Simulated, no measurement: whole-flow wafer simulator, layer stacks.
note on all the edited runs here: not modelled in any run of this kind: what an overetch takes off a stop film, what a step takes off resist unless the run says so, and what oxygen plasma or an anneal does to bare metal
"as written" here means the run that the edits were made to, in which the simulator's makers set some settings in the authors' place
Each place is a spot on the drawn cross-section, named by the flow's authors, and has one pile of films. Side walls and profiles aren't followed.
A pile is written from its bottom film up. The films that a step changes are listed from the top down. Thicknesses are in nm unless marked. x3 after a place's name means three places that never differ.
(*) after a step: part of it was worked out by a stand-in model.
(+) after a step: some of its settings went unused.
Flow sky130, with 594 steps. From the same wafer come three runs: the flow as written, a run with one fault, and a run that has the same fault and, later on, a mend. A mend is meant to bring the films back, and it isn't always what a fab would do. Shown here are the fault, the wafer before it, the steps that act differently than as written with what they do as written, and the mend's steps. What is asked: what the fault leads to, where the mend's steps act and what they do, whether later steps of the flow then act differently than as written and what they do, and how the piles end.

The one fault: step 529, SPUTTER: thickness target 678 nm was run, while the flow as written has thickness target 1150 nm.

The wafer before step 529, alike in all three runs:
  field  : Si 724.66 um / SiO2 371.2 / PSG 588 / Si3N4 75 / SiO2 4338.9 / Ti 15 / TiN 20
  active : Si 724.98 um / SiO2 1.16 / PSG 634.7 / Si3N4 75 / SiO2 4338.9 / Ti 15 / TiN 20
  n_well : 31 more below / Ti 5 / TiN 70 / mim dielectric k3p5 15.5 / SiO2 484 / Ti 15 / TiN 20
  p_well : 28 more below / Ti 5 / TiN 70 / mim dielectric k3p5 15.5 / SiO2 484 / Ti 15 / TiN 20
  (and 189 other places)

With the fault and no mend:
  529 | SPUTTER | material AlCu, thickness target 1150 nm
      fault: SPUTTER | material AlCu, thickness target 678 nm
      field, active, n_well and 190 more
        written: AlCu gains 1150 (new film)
        fault: AlCu gains 678 (new film)
  Steps later in the flow that act otherwise than as written (2 other steps are not shown; they differ only slightly, by no more than 2% or 0.5 nm, whichever is larger):
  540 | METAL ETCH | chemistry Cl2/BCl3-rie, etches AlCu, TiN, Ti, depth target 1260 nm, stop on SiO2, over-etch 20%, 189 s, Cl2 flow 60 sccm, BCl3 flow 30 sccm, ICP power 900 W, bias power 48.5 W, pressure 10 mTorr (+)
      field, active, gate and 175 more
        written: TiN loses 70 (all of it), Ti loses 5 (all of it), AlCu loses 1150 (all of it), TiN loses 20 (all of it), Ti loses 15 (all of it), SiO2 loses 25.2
        fault: TiN loses 70 (all of it), Ti loses 5 (all of it), AlCu loses 678 (all of it), TiN loses 20 (all of it), Ti loses 15 (all of it), SiO2 loses 72.4
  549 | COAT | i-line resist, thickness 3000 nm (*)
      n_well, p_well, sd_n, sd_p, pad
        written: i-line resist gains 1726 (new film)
        fault: i-line resist gains 2147.3 (new film)
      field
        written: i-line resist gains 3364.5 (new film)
        fault: i-line resist gains 3240.3 (new film)
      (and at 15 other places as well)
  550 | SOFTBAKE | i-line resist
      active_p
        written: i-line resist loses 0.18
        fault: i-line resist gains 0.68
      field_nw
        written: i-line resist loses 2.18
        fault: i-line resist gains 0.9
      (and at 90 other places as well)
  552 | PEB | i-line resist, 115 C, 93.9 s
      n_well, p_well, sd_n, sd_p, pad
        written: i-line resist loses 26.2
        fault: i-line resist loses 33.4
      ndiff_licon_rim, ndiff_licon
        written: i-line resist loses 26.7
        fault: i-line resist loses 33.7
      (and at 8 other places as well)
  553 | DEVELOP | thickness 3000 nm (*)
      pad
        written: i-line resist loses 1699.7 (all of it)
        fault: i-line resist loses 2113.9 (all of it)
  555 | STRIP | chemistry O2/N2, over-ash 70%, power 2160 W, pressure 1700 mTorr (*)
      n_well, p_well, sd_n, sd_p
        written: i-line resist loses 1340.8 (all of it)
        fault: i-line resist loses 1755 (all of it)
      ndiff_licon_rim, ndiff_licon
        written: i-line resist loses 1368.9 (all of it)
        fault: i-line resist loses 1772.4 (all of it)
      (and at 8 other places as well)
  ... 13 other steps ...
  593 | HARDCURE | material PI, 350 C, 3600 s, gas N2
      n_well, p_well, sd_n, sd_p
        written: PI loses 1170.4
        fault: PI loses 1200.4
  At n_well, p_well, gate_hv and 108 more, the piles at the end differ from the flow's by more than 2% or 0.5 nm, whichever is larger.
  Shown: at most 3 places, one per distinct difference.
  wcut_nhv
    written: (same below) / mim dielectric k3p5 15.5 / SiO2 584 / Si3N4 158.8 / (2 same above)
    fault: (same below) / mim dielectric k3p5 15.5 / SiO2 536.8 / Si3N4 158.8 / (2 same above)
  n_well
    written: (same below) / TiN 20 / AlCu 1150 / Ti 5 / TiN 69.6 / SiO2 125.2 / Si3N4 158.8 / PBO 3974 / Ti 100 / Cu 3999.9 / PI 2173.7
    fault: (same below) / TiN 20 / AlCu 678 / Ti 5 / TiN 69.6 / SiO2 125.2 / Si3N4 158.8 / PBO 4313.3 / Ti 100 / Cu 3999.9 / PI 2229.2
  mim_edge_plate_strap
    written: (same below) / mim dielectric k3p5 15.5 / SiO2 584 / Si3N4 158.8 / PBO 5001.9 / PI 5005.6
    fault: (same below) / mim dielectric k3p5 15.5 / SiO2 536.8 / Si3N4 158.8 / PBO 5001.2 / PI 5005.9

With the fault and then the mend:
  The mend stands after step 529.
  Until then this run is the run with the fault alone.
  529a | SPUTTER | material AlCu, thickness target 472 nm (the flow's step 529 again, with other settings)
      field, active, n_well and 190 more
        AlCu gains 472
  None of the later steps of the flow acts differently than as written at any place that is followed.
  The piles end the same as the flow's at every place that both follow.
